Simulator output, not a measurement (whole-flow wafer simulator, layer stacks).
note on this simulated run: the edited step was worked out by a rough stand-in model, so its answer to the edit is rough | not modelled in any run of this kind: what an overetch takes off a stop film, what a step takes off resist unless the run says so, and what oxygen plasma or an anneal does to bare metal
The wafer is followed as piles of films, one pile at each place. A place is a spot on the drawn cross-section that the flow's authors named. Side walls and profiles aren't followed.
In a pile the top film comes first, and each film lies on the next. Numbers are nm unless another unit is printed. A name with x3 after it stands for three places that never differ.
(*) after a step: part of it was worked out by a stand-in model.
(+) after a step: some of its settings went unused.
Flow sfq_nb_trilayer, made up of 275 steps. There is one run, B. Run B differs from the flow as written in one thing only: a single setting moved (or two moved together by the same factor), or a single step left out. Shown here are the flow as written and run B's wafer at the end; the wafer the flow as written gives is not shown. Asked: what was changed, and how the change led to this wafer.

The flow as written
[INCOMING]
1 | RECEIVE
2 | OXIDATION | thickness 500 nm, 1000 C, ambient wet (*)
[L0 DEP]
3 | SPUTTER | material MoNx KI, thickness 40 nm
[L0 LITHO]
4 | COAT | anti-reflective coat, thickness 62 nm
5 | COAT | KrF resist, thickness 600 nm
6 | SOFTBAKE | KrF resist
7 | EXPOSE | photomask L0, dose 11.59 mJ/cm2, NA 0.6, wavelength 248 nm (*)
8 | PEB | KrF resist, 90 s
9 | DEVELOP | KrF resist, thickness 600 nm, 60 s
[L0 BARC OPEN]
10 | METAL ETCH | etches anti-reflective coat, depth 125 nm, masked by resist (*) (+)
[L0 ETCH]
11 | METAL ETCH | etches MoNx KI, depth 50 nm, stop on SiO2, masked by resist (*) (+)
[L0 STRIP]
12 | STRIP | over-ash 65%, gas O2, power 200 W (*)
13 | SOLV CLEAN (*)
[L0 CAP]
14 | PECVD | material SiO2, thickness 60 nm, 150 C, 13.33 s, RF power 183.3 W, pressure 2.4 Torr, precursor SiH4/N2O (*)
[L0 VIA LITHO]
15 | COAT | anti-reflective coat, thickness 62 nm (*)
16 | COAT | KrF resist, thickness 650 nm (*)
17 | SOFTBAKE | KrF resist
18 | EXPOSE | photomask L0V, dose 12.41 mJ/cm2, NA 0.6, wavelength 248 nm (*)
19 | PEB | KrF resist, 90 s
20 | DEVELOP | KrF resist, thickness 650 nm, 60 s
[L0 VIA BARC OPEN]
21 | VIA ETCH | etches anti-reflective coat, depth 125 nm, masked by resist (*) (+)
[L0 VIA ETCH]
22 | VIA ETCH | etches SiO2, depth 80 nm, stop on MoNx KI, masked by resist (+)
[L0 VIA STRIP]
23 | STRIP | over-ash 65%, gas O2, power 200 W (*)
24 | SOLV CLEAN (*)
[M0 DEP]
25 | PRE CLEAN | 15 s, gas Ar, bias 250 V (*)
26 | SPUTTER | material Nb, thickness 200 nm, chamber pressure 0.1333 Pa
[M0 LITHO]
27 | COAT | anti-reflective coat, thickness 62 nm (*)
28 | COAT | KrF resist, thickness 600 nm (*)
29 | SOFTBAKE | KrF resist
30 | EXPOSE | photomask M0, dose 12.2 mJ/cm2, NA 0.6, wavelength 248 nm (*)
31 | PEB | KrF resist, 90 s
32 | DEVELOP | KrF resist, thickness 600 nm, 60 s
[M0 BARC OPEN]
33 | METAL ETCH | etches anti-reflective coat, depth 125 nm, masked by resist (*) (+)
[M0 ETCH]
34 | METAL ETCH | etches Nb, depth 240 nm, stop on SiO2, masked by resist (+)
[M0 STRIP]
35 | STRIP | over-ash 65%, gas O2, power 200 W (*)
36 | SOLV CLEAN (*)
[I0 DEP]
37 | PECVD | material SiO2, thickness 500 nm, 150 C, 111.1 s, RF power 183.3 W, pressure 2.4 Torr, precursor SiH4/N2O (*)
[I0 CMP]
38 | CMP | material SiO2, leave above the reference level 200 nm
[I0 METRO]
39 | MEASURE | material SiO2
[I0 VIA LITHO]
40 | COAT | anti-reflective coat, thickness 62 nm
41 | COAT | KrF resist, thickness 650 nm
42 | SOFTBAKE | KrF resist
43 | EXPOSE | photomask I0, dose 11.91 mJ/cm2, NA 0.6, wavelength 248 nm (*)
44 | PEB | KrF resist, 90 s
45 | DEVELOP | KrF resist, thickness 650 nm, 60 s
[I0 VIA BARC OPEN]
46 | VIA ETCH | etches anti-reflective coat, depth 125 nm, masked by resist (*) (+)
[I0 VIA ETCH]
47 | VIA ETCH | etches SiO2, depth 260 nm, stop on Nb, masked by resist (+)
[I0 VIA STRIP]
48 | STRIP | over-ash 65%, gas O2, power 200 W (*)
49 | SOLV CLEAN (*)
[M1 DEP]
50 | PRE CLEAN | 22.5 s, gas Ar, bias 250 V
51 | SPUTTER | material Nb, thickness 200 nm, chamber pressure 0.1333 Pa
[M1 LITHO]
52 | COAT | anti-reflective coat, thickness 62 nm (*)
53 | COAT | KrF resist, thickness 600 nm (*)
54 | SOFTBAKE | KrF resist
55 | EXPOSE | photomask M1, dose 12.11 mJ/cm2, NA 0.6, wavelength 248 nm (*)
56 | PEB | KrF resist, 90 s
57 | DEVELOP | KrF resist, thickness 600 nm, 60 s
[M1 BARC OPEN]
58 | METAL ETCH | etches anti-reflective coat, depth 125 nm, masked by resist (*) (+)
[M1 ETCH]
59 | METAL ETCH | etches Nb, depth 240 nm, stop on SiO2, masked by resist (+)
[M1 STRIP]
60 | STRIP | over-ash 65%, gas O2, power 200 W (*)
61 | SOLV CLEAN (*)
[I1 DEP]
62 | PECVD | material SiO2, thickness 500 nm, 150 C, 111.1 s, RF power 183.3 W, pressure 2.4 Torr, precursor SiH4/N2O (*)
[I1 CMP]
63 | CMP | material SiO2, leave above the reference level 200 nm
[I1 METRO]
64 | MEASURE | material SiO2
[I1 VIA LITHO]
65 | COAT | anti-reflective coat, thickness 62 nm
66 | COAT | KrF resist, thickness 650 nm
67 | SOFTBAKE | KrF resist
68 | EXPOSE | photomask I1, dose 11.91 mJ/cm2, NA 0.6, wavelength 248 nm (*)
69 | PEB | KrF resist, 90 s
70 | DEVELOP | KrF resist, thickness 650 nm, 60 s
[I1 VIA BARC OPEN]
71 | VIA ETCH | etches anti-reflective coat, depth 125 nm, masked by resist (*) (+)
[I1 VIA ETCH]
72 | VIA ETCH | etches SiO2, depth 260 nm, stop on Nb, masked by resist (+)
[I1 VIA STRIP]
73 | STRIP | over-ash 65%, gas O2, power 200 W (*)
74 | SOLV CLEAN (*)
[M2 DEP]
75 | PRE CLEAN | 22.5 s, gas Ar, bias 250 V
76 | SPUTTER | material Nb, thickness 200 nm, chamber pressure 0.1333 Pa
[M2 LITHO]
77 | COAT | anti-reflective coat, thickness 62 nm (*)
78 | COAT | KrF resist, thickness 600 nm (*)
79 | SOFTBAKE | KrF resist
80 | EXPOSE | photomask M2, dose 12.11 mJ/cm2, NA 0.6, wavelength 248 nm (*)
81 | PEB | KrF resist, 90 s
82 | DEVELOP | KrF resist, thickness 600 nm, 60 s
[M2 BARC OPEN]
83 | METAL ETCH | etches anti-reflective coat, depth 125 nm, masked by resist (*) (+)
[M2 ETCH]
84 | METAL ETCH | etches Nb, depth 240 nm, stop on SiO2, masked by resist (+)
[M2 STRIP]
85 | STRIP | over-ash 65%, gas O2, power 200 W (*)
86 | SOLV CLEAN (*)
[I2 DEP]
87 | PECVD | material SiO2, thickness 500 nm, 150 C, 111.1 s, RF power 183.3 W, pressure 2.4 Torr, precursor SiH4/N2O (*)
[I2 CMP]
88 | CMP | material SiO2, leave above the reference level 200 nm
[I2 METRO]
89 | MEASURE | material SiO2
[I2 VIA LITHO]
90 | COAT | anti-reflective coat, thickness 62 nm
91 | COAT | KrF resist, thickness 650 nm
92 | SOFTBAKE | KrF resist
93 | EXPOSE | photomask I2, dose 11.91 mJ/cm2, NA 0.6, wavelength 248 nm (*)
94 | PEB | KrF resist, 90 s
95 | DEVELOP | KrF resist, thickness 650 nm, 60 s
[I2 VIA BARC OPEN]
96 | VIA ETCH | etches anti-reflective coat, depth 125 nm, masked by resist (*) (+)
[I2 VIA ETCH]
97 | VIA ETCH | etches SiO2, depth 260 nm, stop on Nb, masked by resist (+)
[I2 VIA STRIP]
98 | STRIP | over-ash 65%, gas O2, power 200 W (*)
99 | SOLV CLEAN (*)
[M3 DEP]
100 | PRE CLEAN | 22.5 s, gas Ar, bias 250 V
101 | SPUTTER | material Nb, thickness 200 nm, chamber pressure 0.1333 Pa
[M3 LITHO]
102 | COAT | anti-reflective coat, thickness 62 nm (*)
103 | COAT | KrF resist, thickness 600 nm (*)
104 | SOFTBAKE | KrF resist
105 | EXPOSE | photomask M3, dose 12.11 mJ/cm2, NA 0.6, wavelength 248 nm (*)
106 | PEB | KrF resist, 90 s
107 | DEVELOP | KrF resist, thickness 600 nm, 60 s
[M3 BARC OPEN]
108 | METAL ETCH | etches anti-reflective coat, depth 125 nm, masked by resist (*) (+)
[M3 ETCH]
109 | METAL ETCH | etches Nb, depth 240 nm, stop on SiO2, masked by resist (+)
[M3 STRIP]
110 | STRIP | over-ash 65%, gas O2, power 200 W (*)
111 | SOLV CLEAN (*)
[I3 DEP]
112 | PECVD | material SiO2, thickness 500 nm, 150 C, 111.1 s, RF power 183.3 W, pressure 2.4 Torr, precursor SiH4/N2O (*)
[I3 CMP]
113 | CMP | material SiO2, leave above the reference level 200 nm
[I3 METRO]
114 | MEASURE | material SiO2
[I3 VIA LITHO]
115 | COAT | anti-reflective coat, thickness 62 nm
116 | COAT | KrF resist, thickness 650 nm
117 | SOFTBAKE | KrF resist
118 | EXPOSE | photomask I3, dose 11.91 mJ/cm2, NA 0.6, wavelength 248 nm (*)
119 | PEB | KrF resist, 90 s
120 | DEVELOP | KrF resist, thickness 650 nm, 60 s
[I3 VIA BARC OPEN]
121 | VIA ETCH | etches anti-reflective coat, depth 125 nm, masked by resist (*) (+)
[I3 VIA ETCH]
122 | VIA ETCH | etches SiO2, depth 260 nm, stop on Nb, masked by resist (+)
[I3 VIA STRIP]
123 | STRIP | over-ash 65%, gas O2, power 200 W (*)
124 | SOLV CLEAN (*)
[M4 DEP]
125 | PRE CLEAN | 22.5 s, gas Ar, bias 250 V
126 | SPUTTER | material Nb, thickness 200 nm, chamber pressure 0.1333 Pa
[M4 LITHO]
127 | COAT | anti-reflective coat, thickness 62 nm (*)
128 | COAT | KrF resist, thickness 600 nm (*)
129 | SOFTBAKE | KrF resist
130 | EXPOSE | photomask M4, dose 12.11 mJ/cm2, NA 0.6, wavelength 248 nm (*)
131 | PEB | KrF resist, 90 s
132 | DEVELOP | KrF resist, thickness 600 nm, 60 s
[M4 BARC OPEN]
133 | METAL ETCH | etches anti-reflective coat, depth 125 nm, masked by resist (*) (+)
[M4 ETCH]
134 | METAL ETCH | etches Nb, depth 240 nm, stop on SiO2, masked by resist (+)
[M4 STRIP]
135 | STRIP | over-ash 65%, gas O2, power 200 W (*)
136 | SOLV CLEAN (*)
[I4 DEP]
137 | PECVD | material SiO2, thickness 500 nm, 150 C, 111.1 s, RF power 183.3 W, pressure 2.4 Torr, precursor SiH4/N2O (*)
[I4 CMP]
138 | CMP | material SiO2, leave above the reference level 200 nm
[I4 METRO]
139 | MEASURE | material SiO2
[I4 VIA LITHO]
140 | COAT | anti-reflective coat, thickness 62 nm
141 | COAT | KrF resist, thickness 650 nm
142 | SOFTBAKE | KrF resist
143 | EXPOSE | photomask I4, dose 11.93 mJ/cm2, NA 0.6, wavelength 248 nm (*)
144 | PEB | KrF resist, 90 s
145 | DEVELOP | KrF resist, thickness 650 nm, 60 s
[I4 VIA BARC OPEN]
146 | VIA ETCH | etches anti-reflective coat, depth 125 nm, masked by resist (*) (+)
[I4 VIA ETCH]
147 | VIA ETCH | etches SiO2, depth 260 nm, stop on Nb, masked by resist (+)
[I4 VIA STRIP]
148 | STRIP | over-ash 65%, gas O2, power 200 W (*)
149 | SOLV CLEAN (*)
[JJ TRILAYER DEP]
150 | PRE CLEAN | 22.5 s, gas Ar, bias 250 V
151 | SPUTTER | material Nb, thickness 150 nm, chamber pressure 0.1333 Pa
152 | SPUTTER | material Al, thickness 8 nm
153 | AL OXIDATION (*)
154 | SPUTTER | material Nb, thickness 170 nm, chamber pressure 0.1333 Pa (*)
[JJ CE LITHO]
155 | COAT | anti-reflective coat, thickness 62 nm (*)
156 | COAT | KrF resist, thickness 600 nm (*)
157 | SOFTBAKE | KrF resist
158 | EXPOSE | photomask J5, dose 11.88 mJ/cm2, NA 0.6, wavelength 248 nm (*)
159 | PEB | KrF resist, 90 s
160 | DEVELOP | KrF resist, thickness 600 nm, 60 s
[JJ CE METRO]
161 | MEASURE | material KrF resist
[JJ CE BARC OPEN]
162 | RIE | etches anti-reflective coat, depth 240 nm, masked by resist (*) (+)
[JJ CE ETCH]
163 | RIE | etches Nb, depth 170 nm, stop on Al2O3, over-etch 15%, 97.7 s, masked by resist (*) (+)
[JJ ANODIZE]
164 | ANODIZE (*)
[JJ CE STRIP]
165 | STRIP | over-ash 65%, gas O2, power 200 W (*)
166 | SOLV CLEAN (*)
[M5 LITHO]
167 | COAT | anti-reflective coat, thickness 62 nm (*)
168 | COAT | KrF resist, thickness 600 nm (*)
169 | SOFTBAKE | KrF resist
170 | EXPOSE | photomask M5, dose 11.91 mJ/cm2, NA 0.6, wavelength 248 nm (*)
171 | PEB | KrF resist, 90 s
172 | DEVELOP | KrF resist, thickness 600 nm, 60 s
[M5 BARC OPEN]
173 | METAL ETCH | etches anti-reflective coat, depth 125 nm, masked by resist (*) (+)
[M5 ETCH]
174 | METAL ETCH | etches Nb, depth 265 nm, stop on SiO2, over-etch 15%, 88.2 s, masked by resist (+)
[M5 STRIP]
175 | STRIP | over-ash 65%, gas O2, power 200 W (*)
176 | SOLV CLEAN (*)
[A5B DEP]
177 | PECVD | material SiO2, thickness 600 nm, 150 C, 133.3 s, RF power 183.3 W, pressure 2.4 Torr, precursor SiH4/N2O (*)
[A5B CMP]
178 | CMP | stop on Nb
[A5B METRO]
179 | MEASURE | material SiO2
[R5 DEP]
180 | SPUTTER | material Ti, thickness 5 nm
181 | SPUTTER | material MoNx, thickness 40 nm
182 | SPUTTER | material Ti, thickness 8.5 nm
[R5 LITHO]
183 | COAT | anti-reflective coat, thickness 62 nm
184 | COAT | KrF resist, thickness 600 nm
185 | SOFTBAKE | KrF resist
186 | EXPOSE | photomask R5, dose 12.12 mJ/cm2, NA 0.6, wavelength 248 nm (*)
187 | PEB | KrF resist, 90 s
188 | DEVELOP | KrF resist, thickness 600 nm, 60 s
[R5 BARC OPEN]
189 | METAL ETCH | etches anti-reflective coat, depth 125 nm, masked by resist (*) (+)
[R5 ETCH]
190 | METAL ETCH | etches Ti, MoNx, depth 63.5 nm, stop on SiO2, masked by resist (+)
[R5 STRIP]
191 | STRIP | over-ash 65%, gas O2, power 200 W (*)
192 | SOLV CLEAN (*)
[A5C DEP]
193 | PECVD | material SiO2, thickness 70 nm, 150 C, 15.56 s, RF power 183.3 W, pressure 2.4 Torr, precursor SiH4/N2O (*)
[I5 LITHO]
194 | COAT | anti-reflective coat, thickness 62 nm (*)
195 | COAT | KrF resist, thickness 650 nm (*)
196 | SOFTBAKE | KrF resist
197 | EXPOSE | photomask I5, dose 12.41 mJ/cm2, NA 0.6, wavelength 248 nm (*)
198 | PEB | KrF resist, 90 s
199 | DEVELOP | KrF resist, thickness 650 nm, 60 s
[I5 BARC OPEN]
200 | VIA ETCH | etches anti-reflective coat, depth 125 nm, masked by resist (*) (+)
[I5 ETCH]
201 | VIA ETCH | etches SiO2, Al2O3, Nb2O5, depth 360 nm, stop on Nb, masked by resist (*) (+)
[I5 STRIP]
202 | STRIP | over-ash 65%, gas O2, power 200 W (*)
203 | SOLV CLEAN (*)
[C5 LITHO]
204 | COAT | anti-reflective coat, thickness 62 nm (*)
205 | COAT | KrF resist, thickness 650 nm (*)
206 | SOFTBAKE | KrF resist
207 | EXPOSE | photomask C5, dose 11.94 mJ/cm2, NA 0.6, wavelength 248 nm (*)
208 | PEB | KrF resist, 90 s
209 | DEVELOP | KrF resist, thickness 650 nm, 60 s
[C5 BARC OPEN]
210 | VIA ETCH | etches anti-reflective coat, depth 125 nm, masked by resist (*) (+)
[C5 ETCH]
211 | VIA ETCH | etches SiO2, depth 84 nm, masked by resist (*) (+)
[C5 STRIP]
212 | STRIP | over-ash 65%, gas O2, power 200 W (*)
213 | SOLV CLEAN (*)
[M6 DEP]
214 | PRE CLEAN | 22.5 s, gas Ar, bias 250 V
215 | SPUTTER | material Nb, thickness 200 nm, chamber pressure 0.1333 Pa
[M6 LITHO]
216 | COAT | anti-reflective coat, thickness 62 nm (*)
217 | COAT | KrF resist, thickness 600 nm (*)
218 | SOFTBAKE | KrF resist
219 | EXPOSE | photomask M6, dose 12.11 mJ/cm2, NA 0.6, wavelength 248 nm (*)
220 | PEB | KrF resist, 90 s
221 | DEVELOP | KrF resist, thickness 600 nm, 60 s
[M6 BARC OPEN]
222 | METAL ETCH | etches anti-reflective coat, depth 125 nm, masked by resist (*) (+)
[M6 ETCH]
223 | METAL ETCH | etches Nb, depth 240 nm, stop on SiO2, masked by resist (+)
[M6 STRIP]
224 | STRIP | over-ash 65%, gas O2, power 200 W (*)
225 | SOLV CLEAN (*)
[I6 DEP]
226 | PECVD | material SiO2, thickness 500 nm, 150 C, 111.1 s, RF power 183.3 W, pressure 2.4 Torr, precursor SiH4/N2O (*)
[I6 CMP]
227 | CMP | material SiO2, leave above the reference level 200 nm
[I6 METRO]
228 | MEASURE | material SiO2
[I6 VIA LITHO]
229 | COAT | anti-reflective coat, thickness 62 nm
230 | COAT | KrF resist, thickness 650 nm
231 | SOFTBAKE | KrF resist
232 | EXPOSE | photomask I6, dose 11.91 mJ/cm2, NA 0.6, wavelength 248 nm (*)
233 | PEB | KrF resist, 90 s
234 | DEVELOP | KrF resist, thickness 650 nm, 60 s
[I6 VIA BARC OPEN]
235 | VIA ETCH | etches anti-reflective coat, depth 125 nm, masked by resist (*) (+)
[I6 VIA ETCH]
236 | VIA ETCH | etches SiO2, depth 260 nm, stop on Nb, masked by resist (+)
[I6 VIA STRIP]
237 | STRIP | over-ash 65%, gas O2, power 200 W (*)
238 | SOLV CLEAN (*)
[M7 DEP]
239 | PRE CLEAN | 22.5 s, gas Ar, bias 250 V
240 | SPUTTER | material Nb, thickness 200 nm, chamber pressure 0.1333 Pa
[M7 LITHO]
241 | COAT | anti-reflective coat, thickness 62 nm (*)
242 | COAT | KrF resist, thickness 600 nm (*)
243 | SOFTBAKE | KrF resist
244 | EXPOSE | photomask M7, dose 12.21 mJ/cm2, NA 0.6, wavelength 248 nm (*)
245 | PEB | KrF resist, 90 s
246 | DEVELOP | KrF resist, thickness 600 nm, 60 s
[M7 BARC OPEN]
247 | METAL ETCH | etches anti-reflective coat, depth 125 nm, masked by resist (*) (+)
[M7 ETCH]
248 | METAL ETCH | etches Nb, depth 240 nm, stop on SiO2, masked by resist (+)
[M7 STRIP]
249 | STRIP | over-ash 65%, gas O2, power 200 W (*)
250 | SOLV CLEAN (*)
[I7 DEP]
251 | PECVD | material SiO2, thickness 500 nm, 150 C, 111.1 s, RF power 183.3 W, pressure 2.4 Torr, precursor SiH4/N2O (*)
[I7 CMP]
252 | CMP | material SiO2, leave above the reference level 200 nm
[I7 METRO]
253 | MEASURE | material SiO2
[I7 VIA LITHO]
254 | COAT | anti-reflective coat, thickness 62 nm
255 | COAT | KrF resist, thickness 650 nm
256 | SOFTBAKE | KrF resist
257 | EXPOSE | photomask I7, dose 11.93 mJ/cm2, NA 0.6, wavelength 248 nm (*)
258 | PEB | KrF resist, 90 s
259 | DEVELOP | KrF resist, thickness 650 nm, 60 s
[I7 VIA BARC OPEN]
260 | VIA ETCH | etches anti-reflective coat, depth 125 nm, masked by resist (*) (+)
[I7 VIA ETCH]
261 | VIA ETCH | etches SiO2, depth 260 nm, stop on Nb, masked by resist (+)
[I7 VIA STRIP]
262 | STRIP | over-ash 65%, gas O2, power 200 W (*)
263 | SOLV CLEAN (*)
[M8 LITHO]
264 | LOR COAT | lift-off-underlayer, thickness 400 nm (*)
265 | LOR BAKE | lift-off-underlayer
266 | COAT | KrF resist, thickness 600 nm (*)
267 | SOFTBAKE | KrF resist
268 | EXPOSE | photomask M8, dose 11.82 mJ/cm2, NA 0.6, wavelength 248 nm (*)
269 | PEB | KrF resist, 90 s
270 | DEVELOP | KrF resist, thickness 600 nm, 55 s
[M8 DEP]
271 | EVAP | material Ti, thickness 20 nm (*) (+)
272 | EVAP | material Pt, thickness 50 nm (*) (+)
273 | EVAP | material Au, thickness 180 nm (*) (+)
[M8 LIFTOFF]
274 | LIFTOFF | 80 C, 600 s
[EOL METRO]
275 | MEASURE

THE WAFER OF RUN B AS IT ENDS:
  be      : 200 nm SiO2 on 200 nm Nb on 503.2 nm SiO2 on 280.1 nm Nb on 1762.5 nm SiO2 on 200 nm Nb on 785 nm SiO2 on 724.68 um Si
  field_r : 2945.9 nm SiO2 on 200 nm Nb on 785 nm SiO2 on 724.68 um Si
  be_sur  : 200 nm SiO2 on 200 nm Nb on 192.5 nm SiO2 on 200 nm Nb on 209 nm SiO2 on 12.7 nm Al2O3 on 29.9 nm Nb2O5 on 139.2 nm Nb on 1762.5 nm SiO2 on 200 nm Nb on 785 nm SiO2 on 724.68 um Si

Cause: step 2, OXIDATION: thickness 730 nm was run, whereas the flow has thickness 500 nm.

Step by step, how the change led to this:
  2 | OXIDATION | thickness 500 nm, 1000 C, ambient wet (*)
      field_l, v_sur, via_wl and 103 more: +730 SiO2 (new film), -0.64 chemical SiO2 (all of it), -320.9 Si (as written it would have been: +500 SiO2 (new film), -0.64 chemical SiO2 (all of it), -219.7 Si)
